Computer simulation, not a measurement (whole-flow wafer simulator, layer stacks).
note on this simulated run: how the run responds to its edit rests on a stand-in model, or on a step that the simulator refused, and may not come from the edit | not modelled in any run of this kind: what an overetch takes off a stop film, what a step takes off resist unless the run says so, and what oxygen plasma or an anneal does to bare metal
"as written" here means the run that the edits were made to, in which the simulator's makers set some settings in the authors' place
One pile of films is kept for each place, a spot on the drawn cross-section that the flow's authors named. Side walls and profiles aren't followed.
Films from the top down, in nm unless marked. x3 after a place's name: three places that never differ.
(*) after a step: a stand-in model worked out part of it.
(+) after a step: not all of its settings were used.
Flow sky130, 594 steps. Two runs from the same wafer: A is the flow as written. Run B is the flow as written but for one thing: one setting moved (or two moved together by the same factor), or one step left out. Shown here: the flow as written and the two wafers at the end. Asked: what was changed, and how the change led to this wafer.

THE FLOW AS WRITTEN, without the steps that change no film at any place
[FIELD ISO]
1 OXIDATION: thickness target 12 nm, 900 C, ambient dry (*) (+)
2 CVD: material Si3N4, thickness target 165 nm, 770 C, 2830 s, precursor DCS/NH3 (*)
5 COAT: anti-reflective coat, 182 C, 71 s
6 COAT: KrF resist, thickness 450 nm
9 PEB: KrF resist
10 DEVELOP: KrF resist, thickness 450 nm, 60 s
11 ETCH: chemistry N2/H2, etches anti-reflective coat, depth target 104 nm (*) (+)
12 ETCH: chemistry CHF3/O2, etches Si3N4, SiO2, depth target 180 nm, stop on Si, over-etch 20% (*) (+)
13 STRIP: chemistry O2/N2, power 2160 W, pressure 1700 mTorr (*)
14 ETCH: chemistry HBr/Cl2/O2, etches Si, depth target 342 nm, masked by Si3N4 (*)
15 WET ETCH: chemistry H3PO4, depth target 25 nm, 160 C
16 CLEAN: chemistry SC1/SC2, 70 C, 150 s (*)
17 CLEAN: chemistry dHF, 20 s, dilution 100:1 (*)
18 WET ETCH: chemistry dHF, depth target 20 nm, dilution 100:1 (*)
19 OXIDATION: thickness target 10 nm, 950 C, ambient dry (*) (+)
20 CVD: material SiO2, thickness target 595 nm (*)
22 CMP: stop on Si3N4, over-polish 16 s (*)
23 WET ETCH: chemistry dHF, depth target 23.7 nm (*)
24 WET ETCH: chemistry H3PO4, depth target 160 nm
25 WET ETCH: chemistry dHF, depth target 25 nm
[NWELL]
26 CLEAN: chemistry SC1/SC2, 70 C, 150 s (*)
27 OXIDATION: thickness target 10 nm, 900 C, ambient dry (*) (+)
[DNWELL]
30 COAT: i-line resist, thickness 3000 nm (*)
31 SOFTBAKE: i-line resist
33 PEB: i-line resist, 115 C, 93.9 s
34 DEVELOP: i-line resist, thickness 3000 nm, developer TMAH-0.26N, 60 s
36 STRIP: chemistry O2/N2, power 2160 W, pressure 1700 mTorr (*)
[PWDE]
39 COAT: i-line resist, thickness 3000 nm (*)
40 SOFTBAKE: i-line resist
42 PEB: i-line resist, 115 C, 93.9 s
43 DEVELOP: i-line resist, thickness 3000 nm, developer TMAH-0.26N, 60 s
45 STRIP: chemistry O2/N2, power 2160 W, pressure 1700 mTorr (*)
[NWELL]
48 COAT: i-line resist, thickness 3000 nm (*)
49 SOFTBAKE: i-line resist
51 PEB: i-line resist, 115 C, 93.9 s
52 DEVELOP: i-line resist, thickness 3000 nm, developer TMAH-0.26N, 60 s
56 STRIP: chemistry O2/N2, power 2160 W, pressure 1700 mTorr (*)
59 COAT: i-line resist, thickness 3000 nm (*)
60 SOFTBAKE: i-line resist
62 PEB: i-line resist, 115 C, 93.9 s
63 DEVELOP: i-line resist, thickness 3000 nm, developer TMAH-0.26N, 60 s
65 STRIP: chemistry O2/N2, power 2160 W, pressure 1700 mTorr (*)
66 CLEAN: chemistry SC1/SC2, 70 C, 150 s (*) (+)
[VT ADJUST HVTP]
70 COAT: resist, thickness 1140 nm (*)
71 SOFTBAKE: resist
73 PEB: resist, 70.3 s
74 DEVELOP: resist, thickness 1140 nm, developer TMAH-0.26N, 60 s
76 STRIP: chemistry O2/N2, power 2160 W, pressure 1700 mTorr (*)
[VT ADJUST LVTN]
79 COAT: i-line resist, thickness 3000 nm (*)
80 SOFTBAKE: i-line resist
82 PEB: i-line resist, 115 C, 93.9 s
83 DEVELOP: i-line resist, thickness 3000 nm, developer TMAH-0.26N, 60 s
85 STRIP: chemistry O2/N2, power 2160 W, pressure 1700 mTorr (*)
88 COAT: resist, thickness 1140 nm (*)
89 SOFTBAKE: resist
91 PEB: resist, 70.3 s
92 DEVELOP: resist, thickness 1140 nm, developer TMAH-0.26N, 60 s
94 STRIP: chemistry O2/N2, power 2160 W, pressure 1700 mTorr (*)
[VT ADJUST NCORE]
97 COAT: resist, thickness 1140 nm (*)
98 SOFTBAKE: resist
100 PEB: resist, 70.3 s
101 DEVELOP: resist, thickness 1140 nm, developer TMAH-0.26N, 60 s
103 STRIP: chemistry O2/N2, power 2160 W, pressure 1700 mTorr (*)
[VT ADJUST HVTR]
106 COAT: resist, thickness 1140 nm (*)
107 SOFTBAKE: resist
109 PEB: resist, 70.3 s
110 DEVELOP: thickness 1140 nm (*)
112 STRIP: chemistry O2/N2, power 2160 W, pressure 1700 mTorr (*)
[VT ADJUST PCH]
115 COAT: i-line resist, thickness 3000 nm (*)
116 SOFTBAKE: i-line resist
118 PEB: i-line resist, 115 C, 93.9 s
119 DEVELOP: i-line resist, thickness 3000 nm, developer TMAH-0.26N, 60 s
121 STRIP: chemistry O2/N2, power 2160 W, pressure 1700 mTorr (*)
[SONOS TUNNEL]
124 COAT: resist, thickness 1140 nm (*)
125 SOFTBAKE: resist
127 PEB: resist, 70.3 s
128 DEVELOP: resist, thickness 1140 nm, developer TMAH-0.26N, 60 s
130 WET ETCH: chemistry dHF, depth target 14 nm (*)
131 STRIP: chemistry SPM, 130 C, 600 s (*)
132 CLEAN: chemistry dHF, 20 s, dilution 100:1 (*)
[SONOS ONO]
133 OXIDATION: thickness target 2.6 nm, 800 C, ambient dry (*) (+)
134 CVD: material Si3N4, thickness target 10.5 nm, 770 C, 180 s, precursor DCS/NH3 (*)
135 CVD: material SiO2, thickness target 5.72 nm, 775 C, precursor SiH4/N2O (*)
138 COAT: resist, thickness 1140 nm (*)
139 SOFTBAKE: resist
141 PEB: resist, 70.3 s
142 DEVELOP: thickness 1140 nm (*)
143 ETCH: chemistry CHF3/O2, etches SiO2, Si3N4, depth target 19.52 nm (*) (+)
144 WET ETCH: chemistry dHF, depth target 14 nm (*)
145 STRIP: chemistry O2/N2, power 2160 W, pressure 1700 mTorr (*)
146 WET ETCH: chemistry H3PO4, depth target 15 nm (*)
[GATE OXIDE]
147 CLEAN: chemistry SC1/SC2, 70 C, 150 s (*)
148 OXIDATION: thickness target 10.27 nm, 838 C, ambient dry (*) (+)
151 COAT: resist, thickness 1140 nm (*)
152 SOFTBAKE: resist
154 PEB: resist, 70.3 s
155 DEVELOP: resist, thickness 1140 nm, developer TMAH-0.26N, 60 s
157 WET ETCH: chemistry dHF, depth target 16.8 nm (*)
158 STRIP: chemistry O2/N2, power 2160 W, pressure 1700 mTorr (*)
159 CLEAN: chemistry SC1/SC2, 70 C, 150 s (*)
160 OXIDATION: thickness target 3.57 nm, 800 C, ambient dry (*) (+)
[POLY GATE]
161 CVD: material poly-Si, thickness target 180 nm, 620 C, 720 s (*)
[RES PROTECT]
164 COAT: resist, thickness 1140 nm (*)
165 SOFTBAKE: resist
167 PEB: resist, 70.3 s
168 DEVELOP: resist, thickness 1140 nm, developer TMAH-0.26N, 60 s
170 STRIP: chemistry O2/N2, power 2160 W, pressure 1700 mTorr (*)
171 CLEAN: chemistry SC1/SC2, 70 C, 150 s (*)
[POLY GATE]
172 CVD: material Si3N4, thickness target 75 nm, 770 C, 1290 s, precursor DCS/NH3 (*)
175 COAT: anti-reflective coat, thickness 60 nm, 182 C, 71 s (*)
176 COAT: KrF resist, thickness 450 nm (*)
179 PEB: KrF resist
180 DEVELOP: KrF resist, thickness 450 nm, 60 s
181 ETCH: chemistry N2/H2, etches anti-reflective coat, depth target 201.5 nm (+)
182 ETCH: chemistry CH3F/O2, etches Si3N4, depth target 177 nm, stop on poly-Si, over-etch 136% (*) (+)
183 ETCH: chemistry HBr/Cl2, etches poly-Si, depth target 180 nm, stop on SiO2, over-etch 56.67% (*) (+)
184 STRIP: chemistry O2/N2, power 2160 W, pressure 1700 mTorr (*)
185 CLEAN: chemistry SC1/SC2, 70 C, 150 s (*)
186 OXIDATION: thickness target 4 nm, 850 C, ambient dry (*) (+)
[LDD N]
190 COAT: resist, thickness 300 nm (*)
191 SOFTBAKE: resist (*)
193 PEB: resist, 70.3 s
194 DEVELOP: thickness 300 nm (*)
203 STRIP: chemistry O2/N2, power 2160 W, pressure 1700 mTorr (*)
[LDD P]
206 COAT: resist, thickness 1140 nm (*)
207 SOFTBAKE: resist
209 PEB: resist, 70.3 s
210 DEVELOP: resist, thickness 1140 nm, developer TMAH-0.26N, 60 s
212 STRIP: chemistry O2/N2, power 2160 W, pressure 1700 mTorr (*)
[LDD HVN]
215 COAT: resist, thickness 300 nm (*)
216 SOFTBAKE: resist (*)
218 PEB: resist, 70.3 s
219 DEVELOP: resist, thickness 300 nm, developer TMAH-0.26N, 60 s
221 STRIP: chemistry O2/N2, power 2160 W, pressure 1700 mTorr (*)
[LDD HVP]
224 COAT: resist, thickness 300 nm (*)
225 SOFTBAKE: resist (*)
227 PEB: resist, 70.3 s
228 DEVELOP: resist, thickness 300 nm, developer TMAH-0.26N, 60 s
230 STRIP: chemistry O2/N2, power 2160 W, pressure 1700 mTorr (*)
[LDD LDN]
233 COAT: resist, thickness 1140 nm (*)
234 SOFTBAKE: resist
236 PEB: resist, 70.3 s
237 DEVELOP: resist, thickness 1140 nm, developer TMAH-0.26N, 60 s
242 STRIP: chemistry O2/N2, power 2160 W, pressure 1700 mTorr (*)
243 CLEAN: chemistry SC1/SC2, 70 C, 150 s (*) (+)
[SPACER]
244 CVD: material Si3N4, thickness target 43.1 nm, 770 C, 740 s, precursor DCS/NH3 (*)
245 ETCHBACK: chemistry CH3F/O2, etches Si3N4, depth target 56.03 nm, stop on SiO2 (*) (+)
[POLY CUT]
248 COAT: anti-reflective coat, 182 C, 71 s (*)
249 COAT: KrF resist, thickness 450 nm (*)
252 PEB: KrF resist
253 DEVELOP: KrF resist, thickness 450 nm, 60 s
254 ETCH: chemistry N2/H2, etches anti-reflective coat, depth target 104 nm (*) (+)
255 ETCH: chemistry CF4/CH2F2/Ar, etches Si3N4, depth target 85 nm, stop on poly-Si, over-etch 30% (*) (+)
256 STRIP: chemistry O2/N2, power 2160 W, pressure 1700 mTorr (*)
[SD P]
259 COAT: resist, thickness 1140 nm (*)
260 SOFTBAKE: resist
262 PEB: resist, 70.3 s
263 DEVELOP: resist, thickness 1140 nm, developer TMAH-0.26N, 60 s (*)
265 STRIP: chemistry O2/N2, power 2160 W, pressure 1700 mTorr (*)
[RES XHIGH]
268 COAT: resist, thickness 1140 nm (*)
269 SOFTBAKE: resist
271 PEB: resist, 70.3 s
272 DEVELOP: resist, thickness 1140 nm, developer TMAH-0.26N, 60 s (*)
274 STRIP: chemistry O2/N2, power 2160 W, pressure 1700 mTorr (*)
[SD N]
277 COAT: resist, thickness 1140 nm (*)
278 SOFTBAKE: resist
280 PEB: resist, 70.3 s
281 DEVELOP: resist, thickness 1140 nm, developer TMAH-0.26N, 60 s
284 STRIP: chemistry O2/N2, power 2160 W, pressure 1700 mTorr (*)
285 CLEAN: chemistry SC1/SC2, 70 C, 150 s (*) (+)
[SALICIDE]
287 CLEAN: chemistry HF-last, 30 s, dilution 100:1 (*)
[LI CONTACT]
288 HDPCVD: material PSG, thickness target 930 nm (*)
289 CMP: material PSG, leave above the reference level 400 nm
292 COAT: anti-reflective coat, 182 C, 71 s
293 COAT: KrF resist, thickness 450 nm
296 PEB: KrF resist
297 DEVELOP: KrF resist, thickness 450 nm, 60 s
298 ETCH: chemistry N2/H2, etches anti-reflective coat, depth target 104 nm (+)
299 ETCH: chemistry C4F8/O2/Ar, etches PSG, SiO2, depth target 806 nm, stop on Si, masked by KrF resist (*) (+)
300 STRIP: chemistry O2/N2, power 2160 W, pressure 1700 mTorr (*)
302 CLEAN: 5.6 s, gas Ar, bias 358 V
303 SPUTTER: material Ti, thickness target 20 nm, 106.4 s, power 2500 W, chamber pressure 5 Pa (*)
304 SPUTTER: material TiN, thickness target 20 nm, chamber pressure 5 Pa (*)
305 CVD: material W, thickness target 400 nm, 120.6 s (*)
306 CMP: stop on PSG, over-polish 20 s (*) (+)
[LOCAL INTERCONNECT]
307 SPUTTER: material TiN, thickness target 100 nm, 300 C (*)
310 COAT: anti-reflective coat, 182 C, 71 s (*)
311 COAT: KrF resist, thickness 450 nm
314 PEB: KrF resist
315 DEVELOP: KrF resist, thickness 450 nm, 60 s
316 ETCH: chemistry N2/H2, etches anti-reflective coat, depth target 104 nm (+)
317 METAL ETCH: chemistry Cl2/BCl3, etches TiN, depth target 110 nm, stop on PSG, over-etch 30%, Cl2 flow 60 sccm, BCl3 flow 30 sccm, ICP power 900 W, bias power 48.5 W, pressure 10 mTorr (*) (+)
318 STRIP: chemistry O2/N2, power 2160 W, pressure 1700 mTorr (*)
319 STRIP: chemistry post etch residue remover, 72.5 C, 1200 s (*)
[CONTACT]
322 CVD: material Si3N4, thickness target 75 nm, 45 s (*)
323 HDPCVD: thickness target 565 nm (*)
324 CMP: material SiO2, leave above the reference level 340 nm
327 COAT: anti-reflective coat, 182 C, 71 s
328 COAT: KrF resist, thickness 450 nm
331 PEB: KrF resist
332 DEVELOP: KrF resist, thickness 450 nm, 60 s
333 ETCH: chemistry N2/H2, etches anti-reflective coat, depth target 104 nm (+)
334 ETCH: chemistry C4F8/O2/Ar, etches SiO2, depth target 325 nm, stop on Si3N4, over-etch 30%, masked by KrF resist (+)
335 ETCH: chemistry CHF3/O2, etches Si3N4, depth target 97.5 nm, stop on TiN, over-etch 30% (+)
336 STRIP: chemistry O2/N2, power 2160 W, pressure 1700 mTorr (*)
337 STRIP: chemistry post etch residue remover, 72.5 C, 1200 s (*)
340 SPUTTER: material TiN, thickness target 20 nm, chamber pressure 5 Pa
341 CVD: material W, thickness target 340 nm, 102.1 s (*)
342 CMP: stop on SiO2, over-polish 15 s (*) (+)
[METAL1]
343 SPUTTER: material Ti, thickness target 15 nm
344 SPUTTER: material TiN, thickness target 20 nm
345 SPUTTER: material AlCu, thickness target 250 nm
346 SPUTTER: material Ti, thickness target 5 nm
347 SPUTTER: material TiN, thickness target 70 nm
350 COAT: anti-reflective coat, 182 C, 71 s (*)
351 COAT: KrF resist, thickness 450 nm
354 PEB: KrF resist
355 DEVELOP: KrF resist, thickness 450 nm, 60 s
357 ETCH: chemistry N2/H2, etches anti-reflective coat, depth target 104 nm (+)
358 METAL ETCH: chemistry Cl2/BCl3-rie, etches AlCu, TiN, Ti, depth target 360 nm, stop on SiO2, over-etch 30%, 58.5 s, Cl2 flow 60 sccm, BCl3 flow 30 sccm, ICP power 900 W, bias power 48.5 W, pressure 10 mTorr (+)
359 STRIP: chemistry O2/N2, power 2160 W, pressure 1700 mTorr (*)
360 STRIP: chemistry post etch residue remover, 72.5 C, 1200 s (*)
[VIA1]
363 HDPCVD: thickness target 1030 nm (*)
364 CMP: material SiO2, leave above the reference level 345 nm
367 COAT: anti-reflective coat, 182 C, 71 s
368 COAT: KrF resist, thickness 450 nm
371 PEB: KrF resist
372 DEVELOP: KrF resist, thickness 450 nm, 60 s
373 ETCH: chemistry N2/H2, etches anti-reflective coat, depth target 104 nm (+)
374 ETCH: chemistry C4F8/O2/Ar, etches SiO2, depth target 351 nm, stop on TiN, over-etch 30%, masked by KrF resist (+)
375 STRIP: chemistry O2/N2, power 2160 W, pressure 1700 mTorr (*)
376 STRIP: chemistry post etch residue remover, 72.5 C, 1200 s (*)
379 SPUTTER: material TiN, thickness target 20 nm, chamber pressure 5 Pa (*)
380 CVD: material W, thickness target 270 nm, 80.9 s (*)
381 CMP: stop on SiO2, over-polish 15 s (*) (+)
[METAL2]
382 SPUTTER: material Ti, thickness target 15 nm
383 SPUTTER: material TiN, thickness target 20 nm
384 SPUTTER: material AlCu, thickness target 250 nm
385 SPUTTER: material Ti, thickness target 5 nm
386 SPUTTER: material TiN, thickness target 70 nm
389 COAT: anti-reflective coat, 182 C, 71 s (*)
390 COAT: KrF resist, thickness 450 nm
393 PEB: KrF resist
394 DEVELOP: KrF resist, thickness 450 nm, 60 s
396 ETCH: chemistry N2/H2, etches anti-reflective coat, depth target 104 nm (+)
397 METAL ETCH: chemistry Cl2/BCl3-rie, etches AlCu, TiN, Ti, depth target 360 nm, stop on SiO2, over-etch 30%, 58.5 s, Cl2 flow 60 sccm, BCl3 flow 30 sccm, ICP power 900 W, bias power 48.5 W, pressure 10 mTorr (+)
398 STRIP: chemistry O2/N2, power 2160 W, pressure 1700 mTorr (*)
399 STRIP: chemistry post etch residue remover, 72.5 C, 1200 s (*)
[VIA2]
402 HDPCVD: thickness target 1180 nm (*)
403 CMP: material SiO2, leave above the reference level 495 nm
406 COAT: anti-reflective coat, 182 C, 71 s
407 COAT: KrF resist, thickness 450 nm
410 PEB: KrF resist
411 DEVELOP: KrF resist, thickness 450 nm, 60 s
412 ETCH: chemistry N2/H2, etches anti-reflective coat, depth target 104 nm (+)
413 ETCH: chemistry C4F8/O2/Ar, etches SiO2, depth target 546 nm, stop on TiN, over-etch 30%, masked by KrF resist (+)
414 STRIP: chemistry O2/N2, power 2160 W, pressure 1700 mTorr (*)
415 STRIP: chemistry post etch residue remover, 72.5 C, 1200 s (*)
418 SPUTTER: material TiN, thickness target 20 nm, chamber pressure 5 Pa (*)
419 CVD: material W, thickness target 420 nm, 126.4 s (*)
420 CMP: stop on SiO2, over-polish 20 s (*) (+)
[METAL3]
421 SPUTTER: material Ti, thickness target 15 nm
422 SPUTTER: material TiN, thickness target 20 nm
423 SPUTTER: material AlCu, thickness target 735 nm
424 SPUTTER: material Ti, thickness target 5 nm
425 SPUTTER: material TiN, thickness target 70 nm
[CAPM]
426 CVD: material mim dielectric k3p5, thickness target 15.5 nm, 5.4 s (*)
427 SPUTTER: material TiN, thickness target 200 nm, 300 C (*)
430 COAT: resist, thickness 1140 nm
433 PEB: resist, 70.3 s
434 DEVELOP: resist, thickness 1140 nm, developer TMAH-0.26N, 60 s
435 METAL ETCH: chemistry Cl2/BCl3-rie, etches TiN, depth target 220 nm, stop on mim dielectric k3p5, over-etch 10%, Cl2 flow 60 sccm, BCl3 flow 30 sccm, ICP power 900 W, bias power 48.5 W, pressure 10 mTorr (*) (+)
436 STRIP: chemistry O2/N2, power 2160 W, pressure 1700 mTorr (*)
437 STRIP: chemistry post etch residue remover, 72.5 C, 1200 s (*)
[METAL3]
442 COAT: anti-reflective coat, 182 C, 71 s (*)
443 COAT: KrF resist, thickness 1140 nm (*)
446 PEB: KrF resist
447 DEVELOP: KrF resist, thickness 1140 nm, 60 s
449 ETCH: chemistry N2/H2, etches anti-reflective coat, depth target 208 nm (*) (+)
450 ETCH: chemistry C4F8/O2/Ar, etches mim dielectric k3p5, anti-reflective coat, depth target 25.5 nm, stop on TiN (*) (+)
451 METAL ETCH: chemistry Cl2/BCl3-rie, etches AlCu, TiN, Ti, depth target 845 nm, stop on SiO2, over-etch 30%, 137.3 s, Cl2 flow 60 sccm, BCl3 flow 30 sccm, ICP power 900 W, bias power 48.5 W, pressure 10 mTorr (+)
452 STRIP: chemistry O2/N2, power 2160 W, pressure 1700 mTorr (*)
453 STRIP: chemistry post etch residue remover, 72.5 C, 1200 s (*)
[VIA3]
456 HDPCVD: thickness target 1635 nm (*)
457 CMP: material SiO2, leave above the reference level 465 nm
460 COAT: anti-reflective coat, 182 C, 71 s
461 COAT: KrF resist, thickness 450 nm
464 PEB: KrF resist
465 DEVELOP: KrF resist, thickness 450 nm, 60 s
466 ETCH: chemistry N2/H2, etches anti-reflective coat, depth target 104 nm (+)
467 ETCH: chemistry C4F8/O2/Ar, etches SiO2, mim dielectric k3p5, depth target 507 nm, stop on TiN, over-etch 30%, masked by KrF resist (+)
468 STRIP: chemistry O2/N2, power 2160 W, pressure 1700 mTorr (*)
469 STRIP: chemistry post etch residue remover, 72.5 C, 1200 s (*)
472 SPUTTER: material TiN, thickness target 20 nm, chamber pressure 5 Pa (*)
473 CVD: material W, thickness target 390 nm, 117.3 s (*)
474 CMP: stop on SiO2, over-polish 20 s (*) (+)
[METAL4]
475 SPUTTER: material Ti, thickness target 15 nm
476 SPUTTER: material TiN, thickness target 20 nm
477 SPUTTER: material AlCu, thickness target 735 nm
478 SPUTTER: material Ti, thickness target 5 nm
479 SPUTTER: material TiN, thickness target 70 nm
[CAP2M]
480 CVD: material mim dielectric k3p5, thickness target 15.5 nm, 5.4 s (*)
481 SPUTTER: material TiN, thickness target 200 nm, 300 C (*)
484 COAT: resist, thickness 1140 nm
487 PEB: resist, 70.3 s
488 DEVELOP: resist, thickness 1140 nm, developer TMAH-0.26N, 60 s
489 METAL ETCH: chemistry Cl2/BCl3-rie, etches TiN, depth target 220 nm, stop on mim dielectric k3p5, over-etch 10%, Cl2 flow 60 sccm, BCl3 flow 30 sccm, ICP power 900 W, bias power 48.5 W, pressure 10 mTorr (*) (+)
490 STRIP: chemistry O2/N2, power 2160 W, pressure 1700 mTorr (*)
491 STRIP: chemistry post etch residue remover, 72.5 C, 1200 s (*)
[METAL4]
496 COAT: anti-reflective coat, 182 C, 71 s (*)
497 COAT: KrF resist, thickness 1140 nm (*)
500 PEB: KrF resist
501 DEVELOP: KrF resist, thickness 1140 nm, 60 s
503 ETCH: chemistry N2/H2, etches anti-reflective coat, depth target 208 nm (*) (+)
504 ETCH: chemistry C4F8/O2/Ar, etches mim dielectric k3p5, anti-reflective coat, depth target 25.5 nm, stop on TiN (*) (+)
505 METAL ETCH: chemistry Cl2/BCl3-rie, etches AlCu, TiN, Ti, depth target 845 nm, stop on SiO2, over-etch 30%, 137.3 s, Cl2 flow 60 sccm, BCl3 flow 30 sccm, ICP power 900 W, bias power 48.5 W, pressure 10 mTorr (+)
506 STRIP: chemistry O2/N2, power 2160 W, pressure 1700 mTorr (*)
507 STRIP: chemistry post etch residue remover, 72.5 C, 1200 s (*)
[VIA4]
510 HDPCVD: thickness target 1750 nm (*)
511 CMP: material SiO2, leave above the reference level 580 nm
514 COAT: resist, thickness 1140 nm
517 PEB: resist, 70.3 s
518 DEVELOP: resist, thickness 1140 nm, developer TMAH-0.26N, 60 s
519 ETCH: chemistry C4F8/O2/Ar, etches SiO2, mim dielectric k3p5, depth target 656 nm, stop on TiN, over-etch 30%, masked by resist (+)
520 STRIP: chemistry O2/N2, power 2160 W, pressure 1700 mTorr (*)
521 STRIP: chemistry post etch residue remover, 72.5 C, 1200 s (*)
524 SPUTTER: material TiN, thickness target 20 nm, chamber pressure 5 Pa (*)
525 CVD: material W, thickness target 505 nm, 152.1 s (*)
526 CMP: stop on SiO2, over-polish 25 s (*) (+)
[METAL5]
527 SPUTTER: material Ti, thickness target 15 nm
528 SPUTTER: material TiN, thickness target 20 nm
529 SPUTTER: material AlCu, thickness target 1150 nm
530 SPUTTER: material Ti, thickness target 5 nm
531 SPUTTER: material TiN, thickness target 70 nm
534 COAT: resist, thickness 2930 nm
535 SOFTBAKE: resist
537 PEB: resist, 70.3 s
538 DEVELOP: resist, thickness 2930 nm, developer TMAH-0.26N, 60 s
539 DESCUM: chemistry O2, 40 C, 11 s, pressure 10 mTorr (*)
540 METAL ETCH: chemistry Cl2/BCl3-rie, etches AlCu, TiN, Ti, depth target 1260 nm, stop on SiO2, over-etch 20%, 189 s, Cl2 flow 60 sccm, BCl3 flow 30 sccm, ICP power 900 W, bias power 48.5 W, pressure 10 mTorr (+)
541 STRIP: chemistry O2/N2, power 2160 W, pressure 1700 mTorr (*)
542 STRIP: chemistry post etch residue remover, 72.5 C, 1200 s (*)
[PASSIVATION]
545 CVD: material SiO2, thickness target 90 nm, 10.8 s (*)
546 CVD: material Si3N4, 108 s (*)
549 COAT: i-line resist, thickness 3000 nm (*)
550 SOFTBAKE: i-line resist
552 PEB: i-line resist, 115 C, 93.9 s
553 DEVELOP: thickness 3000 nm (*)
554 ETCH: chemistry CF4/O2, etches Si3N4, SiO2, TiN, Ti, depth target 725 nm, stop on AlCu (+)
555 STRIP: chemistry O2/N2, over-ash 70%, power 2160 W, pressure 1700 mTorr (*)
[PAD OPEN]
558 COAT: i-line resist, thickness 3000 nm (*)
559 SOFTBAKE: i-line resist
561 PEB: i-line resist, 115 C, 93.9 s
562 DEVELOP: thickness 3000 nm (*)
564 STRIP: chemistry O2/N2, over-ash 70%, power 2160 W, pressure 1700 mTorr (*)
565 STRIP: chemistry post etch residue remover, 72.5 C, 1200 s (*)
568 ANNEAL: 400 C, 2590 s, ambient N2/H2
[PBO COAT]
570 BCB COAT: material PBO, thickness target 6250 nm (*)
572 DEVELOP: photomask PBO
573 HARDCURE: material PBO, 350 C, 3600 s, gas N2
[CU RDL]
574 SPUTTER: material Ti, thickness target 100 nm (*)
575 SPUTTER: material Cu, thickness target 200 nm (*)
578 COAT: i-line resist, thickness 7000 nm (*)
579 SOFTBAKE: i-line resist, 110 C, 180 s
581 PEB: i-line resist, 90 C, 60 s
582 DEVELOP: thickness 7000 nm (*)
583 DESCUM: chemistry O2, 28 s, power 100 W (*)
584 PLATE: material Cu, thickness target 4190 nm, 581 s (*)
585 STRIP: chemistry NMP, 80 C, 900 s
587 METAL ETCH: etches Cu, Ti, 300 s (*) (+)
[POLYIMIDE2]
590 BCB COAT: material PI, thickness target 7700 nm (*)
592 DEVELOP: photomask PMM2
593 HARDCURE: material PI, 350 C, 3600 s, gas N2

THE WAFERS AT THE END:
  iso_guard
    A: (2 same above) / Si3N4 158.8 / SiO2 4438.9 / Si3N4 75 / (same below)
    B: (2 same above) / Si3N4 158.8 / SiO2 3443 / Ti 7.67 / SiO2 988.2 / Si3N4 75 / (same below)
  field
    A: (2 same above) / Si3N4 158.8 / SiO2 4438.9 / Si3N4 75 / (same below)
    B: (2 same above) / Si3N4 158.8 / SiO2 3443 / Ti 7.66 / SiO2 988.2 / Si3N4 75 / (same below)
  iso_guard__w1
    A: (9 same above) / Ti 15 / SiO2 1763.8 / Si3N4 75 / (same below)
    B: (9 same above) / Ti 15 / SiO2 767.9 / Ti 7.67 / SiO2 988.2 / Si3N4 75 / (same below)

The cause: step 397, METAL ETCH: depth target 270 nm was run, where the flow has depth target 360 nm; step 397, METAL ETCH: 43.9 s was run, where the flow has 58.5 s.

How the change led to this, step by step:
  397 METAL ETCH: chemistry Cl2/BCl3-rie, etches AlCu, TiN, Ti, depth target 360 nm, stop on SiO2, over-etch 30%, 58.5 s, Cl2 flow 60 sccm, BCl3 flow 30 sccm, ICP power 900 W, bias power 48.5 W, pressure 10 mTorr (+)
      iso_guard, vpp_sp, vpp_guard and 75 more: A TiN -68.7 (all of it), Ti -5 (all of it), AlCu -250 (all of it), TiN -20 (all of it), Ti -15 (all of it), SiO2 -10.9 | B TiN -68.7 (all of it), Ti -5 (all of it), AlCu -250 (all of it), TiN -20 (all of it), Ti -7.33
      field, active, gate, spacer, sonos_cell, sonos_guard, sonos_guard_hv: A TiN -68.7 (all of it), Ti -5 (all of it), AlCu -250 (all of it), TiN -20 (all of it), Ti -15 (all of it), SiO2 -10.9 | B TiN -68.7 (all of it), Ti -5 (all of it), AlCu -250 (all of it), TiN -20 (all of it), Ti -7.34
      (and at 106 more places)
  398 STRIP: chemistry O2/N2, power 2160 W, pressure 1700 mTorr (*)
      n_well, p_well, gate_hv and 101 more: A KrF resist -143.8 (all of it), anti-reflective coat -80 (all of it) | B KrF resist -202.3 (all of it), anti-reflective coat -80 (all of it)
      m1, via1_hole: A KrF resist -143.9 (all of it), anti-reflective coat -80.4 (all of it) | B KrF resist -202.4 (all of it), anti-reflective coat -80.4 (all of it)
  402 HDPCVD: thickness target 1180 nm (*)
      field, active, gate and 82 more: A SiO2 +1180 | B SiO2 +1180 (new film)
  403 CMP: material SiO2, leave above the reference level 495 nm
      field, active, gate and 82 more: A SiO2 -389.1 | B SiO2 -407.7
Counting metal films that touch as one body, iso_guard has 1 body; the flow as written gives 0 bodies.
Counting metal films that touch as one body, field has 1 body; the flow as written gives 0 bodies.
Counting metal films that touch as one body, iso_guard__w1 has 2 bodies (between them, from the top down: SiO2 767.9); the flow as written gives 1 body.
